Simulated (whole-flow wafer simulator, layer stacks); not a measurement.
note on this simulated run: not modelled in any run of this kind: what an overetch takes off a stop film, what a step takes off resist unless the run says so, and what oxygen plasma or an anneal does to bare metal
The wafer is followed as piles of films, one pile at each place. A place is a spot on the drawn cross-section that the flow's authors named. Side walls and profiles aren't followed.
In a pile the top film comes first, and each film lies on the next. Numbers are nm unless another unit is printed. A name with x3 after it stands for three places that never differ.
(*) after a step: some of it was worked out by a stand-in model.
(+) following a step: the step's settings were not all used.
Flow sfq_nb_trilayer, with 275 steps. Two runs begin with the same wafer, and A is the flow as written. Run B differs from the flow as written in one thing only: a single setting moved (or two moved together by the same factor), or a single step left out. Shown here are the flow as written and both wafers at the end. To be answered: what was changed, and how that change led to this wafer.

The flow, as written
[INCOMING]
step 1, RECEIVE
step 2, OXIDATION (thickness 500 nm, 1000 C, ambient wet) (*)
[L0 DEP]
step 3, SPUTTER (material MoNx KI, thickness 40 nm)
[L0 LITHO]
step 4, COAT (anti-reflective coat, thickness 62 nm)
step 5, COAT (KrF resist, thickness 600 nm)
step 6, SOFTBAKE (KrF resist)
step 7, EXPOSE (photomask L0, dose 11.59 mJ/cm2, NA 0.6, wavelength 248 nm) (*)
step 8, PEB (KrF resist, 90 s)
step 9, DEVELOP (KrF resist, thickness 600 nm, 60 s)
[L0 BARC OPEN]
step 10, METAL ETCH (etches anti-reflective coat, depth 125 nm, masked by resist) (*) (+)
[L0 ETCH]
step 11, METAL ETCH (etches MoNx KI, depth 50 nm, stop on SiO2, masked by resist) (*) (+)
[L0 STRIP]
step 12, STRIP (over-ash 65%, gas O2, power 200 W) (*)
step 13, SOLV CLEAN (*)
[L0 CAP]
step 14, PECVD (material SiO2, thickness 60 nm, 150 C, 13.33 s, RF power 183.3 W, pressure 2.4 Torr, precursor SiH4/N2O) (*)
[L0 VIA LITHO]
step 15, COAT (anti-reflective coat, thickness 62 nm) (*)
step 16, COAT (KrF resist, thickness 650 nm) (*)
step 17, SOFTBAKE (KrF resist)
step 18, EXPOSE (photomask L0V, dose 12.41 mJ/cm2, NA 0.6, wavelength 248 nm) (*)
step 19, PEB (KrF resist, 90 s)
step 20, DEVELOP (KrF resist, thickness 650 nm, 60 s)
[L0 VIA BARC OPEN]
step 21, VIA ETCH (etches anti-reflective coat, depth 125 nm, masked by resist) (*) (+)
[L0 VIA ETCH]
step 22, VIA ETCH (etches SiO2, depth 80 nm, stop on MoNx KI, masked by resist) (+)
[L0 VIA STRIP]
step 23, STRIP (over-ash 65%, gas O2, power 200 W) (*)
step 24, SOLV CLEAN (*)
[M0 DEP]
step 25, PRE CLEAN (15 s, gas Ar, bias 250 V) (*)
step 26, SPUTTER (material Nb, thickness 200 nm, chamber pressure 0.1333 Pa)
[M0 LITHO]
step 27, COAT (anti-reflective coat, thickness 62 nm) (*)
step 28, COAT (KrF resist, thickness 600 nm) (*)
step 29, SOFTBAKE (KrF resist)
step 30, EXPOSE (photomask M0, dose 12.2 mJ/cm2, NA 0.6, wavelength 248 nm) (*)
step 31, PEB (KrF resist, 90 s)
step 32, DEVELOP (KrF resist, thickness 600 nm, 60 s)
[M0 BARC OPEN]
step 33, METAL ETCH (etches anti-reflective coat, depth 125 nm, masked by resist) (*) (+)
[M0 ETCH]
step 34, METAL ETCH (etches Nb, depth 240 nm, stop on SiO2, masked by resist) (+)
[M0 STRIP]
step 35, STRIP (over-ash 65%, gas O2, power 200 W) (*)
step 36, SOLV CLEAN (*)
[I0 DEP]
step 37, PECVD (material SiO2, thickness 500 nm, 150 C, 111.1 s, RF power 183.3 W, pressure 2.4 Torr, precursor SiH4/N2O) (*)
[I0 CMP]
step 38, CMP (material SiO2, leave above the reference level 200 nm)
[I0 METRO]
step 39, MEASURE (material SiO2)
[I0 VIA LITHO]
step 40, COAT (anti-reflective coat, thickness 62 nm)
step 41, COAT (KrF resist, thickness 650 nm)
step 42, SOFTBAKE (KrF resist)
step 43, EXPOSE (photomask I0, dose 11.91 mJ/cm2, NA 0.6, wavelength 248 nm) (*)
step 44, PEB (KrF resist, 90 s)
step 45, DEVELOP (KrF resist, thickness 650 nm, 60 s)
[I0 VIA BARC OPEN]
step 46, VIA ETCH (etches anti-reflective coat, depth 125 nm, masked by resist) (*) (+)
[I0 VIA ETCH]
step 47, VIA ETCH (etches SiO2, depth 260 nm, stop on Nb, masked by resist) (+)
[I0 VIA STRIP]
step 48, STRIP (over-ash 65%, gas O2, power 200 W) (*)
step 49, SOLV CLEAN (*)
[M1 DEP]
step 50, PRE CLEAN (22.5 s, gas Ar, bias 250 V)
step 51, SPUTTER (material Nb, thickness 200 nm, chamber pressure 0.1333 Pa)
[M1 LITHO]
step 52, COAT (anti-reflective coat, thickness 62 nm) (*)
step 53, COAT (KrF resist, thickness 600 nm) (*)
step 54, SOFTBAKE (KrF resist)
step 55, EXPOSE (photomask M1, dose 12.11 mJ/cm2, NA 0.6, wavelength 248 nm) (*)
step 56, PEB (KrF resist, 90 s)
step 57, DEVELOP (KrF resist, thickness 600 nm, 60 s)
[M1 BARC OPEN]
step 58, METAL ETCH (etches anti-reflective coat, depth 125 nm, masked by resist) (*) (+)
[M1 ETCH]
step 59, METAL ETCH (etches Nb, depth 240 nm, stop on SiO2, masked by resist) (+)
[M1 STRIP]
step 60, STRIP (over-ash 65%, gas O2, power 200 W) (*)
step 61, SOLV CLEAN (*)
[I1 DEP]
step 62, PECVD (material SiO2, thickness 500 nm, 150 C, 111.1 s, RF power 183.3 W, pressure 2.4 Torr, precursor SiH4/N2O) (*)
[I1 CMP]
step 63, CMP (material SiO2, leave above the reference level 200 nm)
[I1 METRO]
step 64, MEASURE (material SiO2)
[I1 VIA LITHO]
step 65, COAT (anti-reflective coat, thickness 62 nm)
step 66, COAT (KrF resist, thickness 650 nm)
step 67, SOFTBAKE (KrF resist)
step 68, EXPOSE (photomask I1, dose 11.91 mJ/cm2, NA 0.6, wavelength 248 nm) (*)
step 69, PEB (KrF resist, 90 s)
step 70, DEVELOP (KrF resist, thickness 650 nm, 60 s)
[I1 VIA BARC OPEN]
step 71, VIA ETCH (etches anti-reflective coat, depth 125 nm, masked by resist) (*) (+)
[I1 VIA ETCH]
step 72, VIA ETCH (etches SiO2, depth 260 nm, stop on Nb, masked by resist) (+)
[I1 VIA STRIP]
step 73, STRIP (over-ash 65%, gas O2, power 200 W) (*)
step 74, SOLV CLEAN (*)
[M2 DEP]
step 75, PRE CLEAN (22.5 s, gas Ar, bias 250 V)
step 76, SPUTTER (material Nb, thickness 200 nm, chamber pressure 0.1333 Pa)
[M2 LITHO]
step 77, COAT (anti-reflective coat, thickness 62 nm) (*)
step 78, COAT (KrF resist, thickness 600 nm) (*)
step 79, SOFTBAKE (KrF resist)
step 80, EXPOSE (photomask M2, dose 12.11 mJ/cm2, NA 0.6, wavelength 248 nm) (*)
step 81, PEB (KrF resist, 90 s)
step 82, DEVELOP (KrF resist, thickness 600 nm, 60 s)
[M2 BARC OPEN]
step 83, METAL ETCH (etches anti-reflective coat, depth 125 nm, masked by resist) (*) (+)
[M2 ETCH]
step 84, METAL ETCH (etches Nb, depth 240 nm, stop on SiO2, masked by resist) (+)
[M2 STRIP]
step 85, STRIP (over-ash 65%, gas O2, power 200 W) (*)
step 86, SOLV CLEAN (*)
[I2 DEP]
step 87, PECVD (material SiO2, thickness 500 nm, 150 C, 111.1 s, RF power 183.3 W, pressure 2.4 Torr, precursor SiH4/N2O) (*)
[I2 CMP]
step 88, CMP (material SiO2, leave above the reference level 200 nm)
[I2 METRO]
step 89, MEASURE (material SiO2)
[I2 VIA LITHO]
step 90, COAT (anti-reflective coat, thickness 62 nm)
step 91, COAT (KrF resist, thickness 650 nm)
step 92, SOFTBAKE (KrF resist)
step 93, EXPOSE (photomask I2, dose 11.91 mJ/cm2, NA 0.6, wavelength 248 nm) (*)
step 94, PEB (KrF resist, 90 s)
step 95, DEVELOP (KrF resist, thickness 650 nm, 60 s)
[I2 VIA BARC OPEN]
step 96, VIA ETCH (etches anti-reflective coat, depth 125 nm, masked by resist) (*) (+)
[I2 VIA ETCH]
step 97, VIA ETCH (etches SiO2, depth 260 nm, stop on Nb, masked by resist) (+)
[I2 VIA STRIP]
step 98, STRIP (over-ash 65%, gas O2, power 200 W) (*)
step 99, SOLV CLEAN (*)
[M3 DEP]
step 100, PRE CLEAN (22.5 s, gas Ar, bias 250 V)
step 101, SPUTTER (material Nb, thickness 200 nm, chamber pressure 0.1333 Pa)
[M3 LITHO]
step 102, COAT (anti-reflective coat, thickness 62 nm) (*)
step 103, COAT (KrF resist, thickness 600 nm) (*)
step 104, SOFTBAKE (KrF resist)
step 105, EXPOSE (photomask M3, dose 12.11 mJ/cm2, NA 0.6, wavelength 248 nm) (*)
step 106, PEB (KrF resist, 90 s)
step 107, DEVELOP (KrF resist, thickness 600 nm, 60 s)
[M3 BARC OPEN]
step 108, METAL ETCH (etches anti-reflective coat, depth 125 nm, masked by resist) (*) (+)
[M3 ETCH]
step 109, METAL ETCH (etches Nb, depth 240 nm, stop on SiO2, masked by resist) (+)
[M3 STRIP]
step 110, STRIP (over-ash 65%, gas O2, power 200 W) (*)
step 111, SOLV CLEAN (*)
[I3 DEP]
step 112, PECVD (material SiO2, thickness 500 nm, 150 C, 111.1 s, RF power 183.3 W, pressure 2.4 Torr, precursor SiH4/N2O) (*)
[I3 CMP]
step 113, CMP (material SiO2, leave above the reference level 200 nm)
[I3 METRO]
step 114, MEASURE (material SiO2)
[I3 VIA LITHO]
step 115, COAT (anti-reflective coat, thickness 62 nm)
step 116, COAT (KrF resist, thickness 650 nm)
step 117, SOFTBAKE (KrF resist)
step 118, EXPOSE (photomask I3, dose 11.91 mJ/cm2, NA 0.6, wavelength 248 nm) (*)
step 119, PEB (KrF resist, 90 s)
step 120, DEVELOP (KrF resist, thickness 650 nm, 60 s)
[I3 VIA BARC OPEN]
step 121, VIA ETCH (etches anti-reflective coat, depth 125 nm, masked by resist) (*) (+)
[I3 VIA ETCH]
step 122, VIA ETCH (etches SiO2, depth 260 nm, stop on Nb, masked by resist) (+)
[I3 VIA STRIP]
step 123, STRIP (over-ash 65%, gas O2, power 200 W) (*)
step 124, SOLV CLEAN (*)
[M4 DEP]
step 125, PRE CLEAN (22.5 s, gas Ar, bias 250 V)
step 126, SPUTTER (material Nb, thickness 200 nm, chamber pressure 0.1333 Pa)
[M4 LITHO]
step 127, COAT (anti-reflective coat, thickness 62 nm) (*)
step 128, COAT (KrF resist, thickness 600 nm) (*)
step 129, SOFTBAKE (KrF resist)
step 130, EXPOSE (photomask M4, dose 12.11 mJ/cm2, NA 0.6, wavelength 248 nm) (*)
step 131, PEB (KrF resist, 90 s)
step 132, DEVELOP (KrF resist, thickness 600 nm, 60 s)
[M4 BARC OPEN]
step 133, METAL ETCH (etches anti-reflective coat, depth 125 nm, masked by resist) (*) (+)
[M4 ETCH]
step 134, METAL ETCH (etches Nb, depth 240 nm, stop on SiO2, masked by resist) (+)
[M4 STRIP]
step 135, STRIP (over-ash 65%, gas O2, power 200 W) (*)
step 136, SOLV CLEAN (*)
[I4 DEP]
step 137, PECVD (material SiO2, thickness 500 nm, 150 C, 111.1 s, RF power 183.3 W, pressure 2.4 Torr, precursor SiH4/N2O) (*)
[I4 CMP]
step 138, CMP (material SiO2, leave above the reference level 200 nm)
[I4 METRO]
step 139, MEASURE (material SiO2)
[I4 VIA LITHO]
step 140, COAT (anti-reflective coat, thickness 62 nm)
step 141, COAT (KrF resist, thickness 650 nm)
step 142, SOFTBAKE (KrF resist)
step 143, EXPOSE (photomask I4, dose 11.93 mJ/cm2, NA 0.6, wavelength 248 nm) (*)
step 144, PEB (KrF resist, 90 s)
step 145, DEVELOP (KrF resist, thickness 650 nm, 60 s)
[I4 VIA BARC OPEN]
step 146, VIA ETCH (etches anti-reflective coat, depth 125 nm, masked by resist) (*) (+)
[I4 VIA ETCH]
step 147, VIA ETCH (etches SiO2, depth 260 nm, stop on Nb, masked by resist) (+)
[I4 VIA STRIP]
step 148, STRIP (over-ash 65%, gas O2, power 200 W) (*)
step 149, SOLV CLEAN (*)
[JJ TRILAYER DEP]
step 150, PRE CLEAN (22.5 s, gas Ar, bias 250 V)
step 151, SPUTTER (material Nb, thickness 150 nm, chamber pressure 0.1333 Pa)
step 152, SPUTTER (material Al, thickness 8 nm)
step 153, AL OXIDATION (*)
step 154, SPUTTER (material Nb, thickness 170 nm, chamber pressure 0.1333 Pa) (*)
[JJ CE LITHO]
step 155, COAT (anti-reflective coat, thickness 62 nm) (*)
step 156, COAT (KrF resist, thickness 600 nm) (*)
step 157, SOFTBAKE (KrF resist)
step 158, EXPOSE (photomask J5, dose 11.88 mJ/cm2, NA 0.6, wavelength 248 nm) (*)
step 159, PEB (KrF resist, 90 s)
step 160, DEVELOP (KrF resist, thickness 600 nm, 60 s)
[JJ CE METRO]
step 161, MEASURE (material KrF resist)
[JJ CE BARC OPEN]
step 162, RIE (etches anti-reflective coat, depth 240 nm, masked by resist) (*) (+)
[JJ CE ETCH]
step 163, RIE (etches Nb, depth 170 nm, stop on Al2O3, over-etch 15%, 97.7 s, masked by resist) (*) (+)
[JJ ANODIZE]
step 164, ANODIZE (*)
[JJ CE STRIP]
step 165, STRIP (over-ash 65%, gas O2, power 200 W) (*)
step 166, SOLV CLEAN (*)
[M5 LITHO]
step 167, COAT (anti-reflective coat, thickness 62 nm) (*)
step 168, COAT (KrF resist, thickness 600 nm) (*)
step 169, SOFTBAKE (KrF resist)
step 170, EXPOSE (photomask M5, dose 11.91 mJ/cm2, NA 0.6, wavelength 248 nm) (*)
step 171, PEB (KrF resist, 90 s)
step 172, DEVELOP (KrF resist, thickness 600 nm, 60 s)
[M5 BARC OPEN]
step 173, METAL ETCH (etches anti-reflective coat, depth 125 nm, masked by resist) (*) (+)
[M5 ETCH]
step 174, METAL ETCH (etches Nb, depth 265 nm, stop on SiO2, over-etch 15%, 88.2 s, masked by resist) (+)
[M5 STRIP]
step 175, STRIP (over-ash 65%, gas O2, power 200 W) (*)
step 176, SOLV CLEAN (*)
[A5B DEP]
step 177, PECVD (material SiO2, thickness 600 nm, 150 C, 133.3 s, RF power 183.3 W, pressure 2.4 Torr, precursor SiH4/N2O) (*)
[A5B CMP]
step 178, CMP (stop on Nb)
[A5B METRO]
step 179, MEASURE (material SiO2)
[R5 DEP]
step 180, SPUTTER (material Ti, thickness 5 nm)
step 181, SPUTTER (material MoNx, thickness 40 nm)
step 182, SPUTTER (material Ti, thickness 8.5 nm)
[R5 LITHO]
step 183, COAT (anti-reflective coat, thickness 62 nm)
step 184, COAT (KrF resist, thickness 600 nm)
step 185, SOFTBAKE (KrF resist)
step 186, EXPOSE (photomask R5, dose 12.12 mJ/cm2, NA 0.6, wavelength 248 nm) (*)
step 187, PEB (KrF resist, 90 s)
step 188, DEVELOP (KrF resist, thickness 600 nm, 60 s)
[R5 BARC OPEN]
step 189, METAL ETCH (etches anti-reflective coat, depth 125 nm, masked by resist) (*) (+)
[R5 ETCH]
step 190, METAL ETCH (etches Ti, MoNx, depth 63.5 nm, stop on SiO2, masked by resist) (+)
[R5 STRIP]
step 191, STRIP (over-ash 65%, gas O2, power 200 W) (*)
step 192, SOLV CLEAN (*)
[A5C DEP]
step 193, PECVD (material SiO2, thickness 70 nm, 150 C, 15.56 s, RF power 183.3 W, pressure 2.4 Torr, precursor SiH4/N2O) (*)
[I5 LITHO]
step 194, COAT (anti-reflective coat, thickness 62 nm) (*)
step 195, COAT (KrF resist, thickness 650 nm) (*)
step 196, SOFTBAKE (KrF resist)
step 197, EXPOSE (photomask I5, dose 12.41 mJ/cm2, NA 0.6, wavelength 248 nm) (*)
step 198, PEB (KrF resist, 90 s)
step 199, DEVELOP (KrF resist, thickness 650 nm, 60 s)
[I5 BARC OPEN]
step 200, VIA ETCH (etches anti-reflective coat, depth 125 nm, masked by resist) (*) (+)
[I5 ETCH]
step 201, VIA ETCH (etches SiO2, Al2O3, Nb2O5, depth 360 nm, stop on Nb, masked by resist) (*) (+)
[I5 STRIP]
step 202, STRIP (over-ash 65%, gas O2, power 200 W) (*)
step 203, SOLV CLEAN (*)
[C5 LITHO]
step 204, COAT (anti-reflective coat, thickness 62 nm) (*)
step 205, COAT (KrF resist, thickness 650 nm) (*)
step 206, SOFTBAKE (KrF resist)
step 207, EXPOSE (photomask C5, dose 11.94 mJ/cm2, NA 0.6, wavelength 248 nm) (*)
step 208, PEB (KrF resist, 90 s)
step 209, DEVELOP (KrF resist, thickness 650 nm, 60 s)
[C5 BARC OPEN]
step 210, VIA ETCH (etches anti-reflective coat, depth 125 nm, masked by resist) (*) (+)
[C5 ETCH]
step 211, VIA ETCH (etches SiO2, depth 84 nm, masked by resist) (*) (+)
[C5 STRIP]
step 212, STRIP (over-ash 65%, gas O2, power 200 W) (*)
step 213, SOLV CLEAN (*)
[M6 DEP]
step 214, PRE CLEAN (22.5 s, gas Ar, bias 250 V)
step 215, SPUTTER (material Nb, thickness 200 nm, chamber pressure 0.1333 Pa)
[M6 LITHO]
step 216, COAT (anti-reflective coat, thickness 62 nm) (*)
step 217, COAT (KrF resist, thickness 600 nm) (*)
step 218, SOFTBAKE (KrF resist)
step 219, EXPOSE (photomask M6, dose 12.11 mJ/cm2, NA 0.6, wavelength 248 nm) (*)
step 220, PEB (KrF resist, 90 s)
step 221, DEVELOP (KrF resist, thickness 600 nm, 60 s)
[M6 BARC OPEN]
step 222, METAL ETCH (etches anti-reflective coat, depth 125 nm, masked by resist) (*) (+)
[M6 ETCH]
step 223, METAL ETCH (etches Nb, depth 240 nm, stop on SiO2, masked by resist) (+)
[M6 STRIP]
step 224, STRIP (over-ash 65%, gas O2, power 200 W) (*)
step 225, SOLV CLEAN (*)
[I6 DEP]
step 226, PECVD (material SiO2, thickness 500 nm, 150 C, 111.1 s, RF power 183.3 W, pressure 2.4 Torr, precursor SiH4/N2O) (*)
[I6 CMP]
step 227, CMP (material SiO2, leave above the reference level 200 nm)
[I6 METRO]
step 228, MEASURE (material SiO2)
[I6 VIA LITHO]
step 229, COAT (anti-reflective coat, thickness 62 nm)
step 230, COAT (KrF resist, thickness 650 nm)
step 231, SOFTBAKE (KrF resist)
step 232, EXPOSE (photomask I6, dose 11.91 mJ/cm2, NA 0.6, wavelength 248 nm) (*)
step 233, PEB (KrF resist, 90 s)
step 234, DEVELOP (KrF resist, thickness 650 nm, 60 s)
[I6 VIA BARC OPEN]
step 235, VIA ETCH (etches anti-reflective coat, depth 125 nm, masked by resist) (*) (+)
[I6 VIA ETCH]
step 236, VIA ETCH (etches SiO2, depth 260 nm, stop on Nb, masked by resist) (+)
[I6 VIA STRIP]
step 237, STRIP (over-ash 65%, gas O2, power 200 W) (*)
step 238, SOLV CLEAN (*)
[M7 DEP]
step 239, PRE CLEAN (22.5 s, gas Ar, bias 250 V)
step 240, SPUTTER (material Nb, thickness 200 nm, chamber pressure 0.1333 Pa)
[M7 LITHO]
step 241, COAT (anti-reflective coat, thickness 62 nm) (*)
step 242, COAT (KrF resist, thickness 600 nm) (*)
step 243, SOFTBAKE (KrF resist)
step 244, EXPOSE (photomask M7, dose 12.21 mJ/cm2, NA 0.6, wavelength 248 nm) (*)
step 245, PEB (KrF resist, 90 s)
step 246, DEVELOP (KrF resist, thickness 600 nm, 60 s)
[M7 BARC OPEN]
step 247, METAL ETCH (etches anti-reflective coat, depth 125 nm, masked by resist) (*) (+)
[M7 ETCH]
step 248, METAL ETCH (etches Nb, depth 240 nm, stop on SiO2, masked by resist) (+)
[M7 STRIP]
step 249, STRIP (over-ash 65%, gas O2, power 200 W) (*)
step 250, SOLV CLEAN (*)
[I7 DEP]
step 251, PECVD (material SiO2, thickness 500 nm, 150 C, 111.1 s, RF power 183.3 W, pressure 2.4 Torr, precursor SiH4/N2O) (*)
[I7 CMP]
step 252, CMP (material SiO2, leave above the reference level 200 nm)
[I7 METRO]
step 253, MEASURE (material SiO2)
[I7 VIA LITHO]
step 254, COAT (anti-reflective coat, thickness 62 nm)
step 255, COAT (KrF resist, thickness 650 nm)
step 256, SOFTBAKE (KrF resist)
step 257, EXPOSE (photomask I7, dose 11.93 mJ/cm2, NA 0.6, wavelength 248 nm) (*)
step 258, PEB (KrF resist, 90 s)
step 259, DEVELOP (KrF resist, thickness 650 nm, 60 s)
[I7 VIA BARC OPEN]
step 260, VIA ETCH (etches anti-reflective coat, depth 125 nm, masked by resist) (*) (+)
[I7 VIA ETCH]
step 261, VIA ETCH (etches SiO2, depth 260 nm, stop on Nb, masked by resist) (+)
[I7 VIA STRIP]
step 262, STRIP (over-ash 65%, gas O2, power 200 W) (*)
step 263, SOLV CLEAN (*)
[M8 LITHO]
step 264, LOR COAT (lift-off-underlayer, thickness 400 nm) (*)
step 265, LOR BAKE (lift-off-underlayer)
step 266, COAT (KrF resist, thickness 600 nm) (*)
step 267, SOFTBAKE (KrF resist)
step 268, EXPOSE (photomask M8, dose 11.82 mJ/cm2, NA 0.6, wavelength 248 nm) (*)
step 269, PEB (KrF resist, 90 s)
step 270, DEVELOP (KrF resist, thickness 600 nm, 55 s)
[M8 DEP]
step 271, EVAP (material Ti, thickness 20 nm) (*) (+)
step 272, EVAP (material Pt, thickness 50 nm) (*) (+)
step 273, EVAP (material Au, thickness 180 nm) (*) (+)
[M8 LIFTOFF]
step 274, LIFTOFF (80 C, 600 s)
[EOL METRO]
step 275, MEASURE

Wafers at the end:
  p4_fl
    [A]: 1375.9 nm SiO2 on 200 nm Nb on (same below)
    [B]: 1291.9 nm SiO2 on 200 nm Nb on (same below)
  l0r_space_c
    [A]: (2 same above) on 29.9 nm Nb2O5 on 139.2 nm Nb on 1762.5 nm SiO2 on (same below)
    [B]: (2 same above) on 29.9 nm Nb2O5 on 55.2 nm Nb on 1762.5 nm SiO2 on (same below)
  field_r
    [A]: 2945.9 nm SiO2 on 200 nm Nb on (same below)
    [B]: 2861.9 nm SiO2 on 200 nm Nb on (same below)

What caused this: step 151, SPUTTER: thickness 66 nm was run, though the flow has thickness 150 nm.

Step by step, how the change led to this:
  step 151, SPUTTER (material Nb, thickness 150 nm, chamber pressure 0.1333 Pa)
      field_l, v_sur, via_sp and 100 more: A Nb gains 150 (new film) | B Nb gains 66 (new film)
      via_wl, via_wr: A Nb gains 130.4 | B Nb gains 47.2
      (as well as at 1 more place)
  step 152, SPUTTER (material Al, thickness 8 nm)
      via_wl, via_wr: A Al gains 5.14 (new film) | B Al gains 5.67 (new film)
  step 154, SPUTTER (material Nb, thickness 170 nm, chamber pressure 0.1333 Pa) (*)
      via_w: A Nb gains 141 (new film) | B Nb gains 145.6 (new film)
  step 155, COAT (anti-reflective coat, thickness 62 nm) (*)
      via_wl, via_wr: A anti-reflective coat gains 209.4 (new film) | B anti-reflective coat gains 226 (new film)
      via_w: A anti-reflective coat gains 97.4 (new film) | B anti-reflective coat gains 102.8 (new film)
  step 156, COAT (KrF resist, thickness 600 nm) (*)
      via_wl: A KrF resist gains 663 (new film) | B KrF resist gains 647.5 (new film)
      via_w: A KrF resist gains 763.8 (new film) | B KrF resist gains 744.2 (new film)
      (as well as at 1 more place)
  step 160, DEVELOP (KrF resist, thickness 600 nm, 60 s)
      via_wl: A KrF resist loses 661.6 (all of it) | B KrF resist loses 646.1 (all of it)
      via_w: A KrF resist loses 762.1 (all of it) | B KrF resist loses 742.6 (all of it)
      (as well as at 1 more place)
  step 162, RIE (etches anti-reflective coat, depth 240 nm, masked by resist) (*) (+)
      ce_l, c5j, ce_r, wl_jj: A KrF resist loses 209.4 | B KrF resist loses 226
      via_wl, via_wr: A anti-reflective coat loses 209.4 (all of it) | B anti-reflective coat loses 226 (all of it)
      (as well as at 1 more place)
  step 163, RIE (etches Nb, depth 170 nm, stop on Al2O3, over-etch 15%, 97.7 s, masked by resist) (*) (+)
      via_w: A Nb loses 141 (all of it), Al2O3 loses 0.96 (all of it) | B Nb loses 145.6 (all of it), Al2O3 loses 0.96 (all of it)
  step 164, ANODIZE (*)
      via_wl, via_wr: A Al2O3 gains 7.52 (new film), Nb2O5 gains 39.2 (new film), Al loses 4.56 (all of it), Nb loses 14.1 | B Al2O3 gains 8.4 (new film), Nb2O5 gains 37.6 (new film), Al loses 5.09 (all of it), Nb loses 13.5
      via_w: A Al2O3 gains 10.8 (new film), Nb2O5 gains 33.3 (new film), Al loses 6.54 (all of it), Nb loses 12 | B Al2O3 gains 11.2 (new film), Nb2O5 gains 32.6 (new film), Al loses 6.8 (all of it), Nb loses 11.7
  step 165, STRIP (over-ash 65%, gas O2, power 200 W) (*)
      c5j, ce_r: A KrF resist loses 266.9 (all of it), anti-reflective coat loses 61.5 (all of it) | B KrF resist loses 250.4 (all of it), anti-reflective coat loses 61.5 (all of it)
      ce_l: A KrF resist loses 266.8 (all of it), anti-reflective coat loses 61.4 (all of it) | B KrF resist loses 250.3 (all of it), anti-reflective coat loses 61.5 (all of it)
      (as well as at 1 more place)
  step 167, COAT (anti-reflective coat, thickness 62 nm) (*)
      via_w: A anti-reflective coat gains 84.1 (new film) | B anti-reflective coat gains 79.1 (new film)
      ce_l: A anti-reflective coat gains 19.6 (new film) | B anti-reflective coat gains 18.5 (new film)
      (as well as at 1 more place)
  step 174, METAL ETCH (etches Nb, depth 265 nm, stop on SiO2, over-etch 15%, 88.2 s, masked by resist) (+)
      field_l, r_sur, res and 50 more: A Al2O3 loses 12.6 (all of it), Nb2O5 loses 29.9 (all of it), Nb loses 139.2 (all of it), SiO2 loses 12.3 | B Al2O3 loses 12.6 (all of it), Nb2O5 loses 29.9 (all of it), Nb loses 55.2 (all of it), SiO2 loses 20.7
  step 175, STRIP (over-ash 65%, gas O2, power 200 W) (*)
      via_w: A KrF resist loses 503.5 (all of it), anti-reflective coat loses 84.1 (all of it) | B KrF resist loses 495.8 (all of it), anti-reflective coat loses 79.1 (all of it)
      ce_l: A KrF resist loses 299.6 (all of it), anti-reflective coat loses 19.6 (all of it) | B KrF resist loses 300.6 (all of it), anti-reflective coat loses 18.5 (all of it)
      (as well as at 1 more place)
  step 178, CMP (stop on Nb)
      field_l, p4_fl, p4_fm and 39 more: A SiO2 loses 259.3 | B SiO2 loses 334.9
      r_sur, res, r_end, moat, field_r, lsp_l: A SiO2 loses 252.3 | B SiO2 loses 334.9
      (as well as at 8 more places)
